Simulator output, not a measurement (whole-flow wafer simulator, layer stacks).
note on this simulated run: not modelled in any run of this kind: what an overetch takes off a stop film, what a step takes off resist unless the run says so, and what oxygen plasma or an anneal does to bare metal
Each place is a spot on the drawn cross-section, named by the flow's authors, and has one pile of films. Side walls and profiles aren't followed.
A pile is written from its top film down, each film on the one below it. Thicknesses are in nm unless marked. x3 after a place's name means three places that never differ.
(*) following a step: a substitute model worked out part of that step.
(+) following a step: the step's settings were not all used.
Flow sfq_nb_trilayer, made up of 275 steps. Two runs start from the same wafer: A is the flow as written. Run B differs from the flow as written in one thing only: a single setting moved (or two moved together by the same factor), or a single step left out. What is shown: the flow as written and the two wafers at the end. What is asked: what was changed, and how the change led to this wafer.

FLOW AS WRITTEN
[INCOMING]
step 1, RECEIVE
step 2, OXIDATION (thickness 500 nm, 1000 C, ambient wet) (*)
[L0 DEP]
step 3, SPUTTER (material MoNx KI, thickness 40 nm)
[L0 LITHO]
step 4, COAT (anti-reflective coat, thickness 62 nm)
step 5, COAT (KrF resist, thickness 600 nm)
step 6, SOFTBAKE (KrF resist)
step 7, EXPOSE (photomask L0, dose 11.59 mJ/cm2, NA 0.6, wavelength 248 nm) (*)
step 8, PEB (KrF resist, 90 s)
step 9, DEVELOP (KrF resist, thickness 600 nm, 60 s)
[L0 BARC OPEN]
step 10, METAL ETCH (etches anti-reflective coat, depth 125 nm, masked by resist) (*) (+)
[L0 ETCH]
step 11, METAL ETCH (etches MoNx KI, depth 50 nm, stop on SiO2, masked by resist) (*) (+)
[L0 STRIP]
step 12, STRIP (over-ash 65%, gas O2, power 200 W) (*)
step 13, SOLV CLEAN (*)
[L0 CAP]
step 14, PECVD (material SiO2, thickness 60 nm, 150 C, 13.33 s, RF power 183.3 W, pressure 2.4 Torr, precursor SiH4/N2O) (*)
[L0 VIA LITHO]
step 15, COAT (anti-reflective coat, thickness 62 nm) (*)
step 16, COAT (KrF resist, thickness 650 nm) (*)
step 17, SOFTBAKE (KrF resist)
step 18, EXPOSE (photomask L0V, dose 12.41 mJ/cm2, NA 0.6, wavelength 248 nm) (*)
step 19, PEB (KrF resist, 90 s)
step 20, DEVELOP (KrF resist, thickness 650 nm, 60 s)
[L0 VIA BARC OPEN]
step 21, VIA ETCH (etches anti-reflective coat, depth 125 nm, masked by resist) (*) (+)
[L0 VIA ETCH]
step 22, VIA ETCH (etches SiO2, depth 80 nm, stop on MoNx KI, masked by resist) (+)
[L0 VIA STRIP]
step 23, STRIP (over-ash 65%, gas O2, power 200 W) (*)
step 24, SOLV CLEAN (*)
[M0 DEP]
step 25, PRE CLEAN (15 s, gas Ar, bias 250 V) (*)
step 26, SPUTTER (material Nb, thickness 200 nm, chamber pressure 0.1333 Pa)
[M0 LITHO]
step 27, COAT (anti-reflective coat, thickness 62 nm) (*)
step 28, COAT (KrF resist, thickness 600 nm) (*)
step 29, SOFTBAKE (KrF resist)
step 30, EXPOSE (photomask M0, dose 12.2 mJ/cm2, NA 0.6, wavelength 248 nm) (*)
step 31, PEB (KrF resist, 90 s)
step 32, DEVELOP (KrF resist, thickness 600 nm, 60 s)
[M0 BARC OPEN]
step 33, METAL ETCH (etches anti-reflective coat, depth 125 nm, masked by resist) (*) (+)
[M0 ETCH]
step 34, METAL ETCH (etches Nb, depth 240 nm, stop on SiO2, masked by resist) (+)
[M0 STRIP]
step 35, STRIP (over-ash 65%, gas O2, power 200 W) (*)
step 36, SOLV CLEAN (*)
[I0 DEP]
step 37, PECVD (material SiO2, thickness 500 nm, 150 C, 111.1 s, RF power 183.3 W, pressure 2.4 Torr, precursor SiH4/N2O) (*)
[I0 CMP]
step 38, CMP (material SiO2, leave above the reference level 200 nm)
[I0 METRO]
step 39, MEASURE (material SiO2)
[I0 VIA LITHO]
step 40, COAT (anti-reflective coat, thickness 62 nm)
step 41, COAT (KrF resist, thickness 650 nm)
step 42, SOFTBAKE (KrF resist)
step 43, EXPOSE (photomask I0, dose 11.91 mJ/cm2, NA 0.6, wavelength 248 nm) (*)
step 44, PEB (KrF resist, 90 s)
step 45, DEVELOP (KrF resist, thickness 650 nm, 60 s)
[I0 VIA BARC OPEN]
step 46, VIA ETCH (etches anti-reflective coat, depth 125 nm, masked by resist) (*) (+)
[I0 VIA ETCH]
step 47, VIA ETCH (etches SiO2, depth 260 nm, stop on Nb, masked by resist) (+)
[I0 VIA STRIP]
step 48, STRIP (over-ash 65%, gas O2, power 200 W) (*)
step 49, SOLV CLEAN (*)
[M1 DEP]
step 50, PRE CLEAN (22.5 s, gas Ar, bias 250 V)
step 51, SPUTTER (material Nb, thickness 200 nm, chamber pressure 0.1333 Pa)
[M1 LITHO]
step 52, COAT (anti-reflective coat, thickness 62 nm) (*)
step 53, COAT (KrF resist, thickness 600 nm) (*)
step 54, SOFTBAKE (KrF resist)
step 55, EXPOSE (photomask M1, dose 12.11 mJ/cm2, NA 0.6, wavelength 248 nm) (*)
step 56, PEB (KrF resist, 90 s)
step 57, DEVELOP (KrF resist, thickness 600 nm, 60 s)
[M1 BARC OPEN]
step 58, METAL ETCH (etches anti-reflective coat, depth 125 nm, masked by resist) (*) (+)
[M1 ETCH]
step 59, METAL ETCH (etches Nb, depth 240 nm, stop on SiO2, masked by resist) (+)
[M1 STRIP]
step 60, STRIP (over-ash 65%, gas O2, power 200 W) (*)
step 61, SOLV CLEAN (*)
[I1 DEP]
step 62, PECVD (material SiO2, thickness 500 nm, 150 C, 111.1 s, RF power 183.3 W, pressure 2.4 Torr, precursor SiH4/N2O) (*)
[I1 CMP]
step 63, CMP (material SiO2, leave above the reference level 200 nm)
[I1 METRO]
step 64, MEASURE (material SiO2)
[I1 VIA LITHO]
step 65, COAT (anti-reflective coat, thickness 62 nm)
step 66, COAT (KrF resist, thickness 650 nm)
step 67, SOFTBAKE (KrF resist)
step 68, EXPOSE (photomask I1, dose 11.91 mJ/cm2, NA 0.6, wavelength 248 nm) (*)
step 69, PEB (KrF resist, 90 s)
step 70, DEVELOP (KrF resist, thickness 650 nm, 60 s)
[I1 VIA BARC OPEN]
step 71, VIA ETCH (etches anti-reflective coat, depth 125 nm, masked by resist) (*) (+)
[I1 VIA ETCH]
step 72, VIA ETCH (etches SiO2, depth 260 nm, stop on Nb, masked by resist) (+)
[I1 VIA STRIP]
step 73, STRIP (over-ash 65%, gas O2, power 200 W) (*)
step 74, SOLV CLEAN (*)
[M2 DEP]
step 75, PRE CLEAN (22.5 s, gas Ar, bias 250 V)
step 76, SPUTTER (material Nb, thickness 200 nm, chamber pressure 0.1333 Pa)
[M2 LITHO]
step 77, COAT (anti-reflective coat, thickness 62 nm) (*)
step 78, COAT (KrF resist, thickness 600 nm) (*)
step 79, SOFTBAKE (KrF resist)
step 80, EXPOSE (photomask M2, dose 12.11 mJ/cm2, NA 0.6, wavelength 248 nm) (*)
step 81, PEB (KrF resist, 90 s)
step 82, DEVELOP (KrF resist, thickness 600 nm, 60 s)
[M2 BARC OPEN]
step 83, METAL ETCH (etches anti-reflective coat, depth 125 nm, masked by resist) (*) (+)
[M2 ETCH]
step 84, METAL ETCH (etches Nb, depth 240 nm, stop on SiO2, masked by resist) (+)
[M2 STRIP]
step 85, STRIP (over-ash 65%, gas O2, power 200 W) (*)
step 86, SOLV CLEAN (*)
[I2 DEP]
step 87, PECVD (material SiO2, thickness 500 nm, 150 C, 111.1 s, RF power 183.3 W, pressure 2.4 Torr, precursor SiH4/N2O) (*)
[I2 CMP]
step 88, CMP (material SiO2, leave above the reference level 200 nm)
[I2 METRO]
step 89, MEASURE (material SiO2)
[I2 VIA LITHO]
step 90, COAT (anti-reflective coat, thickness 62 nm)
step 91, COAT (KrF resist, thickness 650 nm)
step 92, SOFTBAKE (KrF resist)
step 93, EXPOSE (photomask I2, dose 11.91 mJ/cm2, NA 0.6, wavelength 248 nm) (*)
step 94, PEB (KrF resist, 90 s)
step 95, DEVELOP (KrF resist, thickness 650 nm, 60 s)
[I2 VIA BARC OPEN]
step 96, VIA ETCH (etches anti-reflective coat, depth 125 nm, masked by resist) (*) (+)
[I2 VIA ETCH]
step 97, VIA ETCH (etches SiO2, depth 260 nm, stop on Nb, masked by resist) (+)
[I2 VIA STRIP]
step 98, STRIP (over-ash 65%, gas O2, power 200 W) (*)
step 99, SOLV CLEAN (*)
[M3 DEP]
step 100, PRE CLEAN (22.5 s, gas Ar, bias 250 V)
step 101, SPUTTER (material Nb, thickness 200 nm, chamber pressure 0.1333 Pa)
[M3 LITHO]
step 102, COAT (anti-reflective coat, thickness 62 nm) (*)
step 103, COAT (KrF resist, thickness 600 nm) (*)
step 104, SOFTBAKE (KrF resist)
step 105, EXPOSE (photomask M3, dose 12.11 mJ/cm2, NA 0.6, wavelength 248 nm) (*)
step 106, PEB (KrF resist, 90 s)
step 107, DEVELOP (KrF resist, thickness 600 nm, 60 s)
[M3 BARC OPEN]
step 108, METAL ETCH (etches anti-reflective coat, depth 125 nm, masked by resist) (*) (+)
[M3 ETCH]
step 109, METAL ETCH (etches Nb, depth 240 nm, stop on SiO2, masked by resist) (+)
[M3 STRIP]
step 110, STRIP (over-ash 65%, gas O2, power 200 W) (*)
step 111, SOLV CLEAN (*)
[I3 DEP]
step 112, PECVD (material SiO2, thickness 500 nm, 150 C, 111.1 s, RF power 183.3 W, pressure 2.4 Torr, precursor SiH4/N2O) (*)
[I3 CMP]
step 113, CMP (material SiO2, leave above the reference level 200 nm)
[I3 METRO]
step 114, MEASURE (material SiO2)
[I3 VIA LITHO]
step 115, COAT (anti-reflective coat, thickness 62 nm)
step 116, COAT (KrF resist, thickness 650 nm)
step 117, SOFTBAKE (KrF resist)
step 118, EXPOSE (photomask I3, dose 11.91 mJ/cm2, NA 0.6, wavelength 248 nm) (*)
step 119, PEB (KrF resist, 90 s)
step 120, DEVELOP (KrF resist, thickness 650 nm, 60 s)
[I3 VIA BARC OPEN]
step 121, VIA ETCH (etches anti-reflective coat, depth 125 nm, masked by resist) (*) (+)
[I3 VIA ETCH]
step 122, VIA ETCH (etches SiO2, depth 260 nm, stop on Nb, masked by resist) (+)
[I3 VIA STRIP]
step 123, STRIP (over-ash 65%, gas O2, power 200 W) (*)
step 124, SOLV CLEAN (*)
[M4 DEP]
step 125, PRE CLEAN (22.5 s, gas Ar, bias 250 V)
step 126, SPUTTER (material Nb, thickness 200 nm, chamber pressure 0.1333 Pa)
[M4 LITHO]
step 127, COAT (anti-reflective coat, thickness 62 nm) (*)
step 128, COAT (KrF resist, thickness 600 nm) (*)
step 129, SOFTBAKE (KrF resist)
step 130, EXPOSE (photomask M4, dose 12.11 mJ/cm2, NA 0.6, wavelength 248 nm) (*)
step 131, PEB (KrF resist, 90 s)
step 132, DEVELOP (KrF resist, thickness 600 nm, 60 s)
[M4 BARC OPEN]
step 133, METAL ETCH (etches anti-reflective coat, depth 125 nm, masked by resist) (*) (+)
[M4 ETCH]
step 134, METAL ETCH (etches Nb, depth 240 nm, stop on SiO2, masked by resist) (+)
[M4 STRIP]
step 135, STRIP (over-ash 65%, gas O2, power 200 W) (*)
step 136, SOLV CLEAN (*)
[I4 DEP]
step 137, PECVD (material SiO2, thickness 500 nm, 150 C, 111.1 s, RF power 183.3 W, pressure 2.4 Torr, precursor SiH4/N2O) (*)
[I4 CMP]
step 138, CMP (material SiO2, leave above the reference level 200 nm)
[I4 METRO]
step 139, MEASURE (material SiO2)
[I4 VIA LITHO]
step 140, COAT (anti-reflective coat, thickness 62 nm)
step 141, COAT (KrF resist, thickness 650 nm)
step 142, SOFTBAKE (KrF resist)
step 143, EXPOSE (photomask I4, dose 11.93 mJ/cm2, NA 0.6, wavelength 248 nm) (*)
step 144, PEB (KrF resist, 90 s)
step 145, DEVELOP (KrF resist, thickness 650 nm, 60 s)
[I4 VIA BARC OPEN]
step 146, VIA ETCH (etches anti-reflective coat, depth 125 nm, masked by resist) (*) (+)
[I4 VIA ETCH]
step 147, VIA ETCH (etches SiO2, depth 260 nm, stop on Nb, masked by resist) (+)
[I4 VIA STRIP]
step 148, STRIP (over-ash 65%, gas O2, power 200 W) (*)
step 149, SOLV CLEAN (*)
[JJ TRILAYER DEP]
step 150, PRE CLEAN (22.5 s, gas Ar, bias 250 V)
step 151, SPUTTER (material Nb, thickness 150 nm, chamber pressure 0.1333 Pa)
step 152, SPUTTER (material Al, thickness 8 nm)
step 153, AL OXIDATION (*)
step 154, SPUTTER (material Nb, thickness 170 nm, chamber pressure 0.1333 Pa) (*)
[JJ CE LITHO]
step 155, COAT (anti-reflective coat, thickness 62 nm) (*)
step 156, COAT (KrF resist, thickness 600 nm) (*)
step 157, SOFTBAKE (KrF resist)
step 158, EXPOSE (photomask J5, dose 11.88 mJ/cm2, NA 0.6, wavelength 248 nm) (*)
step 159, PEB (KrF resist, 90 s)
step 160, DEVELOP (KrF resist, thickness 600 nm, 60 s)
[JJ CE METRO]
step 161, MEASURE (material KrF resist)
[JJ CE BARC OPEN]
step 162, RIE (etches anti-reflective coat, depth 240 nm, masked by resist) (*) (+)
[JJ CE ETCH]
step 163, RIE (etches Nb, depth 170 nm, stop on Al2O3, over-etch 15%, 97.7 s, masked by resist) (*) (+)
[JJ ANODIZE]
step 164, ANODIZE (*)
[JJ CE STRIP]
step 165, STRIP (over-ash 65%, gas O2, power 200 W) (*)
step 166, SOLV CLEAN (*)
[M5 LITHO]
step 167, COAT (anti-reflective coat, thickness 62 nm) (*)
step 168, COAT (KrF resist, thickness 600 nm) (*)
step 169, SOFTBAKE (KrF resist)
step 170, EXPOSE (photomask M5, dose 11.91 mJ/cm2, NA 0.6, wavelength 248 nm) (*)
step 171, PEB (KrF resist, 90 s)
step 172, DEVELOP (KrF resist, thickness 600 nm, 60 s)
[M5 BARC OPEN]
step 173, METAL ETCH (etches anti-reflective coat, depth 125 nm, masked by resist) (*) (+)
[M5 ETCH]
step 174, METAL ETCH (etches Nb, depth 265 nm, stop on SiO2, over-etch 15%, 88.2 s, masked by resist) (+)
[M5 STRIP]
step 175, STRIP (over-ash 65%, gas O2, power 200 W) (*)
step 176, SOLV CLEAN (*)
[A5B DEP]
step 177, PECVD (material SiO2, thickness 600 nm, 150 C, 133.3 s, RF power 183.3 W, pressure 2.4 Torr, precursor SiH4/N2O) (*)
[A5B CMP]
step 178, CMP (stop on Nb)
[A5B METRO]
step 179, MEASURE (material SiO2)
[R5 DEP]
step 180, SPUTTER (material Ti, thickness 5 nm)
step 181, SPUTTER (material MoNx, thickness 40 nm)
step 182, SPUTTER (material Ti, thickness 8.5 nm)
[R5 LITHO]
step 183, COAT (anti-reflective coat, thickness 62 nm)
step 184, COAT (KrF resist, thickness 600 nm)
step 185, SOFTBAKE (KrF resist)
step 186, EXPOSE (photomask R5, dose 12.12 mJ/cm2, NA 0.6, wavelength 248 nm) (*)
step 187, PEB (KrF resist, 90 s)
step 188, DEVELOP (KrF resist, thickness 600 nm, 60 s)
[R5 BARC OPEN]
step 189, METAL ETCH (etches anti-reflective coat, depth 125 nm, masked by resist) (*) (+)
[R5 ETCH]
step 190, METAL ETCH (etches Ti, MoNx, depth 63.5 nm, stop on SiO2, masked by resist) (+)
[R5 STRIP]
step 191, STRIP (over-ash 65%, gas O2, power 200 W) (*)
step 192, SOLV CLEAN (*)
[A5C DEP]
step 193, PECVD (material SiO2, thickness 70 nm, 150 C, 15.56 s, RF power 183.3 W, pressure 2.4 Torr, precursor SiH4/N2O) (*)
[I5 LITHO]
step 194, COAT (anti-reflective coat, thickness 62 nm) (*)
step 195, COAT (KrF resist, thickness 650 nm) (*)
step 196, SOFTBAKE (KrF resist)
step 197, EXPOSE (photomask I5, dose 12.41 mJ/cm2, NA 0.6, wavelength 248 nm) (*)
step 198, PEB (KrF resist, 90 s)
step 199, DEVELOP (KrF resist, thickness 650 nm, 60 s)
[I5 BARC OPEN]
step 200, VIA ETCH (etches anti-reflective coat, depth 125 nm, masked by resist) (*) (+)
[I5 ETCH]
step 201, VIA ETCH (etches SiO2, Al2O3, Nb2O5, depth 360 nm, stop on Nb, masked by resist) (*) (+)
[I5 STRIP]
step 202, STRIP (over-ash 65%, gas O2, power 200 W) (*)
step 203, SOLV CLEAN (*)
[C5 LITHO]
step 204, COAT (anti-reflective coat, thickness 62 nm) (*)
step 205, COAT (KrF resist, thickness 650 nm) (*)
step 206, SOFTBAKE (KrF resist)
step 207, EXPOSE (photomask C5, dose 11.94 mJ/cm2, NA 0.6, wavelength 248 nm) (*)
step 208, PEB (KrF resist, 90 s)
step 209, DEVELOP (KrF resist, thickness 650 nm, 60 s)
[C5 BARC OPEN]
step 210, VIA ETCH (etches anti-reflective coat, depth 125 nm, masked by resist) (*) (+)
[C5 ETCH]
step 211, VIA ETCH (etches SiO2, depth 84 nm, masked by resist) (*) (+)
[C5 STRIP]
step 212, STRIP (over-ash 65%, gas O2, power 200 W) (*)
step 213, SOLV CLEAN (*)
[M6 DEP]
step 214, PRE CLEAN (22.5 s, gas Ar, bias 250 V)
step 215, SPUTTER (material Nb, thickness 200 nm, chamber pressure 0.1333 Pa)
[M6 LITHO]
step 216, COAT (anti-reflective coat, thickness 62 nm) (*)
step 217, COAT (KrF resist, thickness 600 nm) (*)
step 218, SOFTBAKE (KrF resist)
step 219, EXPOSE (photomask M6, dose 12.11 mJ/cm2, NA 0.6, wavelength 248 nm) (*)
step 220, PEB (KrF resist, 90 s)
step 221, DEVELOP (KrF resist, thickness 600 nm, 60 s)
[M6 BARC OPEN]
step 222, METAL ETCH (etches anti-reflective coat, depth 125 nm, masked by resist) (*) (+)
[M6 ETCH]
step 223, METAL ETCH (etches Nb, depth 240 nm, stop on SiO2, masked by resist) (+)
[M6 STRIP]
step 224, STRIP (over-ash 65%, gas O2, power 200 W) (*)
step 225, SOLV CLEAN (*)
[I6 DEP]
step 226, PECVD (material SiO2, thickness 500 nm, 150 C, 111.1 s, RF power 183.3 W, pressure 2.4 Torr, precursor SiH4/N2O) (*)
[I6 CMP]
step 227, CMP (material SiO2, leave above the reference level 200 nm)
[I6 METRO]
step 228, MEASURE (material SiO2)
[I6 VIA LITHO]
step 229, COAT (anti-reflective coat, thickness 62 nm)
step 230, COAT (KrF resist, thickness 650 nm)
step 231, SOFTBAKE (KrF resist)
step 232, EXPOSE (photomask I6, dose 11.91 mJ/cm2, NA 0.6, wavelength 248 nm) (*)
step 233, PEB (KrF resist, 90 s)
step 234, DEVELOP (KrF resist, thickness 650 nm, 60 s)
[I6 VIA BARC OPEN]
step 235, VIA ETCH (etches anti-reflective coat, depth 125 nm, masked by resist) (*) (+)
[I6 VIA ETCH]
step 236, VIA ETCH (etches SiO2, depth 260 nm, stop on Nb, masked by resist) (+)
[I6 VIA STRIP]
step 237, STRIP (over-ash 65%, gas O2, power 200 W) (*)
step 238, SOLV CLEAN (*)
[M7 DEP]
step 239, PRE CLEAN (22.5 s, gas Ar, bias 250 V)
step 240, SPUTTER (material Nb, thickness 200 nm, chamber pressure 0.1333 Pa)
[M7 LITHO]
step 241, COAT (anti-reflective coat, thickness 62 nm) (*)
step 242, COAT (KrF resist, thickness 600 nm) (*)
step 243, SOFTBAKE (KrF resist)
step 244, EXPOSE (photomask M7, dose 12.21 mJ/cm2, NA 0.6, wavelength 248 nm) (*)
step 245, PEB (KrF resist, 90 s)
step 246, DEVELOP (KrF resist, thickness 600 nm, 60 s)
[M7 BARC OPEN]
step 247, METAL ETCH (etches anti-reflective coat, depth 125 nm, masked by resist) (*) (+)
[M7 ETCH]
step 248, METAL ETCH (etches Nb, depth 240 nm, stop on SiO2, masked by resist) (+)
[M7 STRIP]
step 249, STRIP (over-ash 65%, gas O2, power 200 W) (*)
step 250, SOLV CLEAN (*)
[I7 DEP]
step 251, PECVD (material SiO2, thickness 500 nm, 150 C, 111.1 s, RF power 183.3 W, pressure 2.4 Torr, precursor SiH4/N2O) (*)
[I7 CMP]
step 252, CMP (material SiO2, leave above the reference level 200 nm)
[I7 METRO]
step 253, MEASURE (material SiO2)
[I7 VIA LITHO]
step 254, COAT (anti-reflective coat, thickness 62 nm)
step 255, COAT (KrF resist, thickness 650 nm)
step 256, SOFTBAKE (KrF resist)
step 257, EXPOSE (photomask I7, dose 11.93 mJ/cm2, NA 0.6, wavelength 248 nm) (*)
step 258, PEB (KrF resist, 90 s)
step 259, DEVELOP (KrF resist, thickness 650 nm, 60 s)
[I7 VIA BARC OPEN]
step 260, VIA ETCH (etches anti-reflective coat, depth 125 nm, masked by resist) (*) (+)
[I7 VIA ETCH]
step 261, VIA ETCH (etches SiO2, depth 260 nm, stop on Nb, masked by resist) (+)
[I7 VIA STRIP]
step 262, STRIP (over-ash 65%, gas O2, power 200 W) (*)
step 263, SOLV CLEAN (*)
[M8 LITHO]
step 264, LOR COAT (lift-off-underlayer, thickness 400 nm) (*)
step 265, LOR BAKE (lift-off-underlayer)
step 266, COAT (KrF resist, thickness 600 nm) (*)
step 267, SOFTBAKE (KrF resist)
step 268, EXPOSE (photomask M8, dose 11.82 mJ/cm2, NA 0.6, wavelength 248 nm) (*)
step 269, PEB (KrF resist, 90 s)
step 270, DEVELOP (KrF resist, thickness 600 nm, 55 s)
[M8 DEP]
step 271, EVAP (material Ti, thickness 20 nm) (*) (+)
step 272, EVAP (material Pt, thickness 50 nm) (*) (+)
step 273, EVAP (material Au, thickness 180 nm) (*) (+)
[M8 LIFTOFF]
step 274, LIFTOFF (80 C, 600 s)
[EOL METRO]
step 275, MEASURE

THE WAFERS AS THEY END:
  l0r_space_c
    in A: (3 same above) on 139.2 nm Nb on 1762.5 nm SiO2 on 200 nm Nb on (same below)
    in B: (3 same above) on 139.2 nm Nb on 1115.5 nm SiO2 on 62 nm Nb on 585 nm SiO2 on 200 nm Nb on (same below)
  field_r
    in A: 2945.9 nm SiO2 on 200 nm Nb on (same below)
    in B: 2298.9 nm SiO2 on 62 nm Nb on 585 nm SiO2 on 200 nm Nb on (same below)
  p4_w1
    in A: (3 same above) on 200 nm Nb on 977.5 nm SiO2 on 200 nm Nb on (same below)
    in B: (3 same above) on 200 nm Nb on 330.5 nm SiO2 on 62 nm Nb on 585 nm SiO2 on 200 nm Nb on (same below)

The reason: step 84, METAL ETCH: depth 138 nm was run, whereas the flow has depth 240 nm.

How this came from the change, step by step:
  step 84, METAL ETCH (etches Nb, depth 240 nm, stop on SiO2, masked by resist) (+)
      field_l, be, be_sur and 81 more: A Nb loses 200 (all of it) | B Nb loses 138
      v_sur, via_wl, via_w and 19 more: A KrF resist loses 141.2 | B KrF resist loses 81.2
  step 85, STRIP (over-ash 65%, gas O2, power 200 W) (*)
      wl_j_sl, wl_jj, wl_j_sr and 12 more: A KrF resist loses 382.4 (all of it), anti-reflective coat loses 62 (all of it) | B KrF resist loses 442.4 (all of it), anti-reflective coat loses 62 (all of it)
      v_sur: A KrF resist loses 380 (all of it), anti-reflective coat loses 61.4 (all of it) | B KrF resist loses 440 (all of it), anti-reflective coat loses 61.4 (all of it)
      (as well as at 6 more places)
  step 87, PECVD (material SiO2, thickness 500 nm, 150 C, 111.1 s, RF power 183.3 W, pressure 2.4 Torr, precursor SiH4/N2O) (*)
      field_l, be, be_sur and 81 more: A SiO2 gains 500 | B SiO2 gains 500 (new film)
  step 88, CMP (material SiO2, leave above the reference level 200 nm)
      field_l, be, be_sur and 81 more: A SiO2 loses 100 | B SiO2 loses 162
Taking metal films that touch as one body, l0r_space_c has 3 bodies (between them, from the top down: SiO2 1115.5; SiO2 585); the flow as written gives 2 bodies (between them, from the top down: SiO2 1762.5).
Taking metal films that touch as one body, field_r has 2 bodies (between them, from the top down: SiO2 585); the flow as written gives 1 body.
Taking metal films that touch as one body, p4_w1 has 4 bodies (between them, from the top down: SiO2 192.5; SiO2 330.5; SiO2 585); the flow as written gives 3 bodies (between them, from the top down: SiO2 192.5; SiO2 977.5).
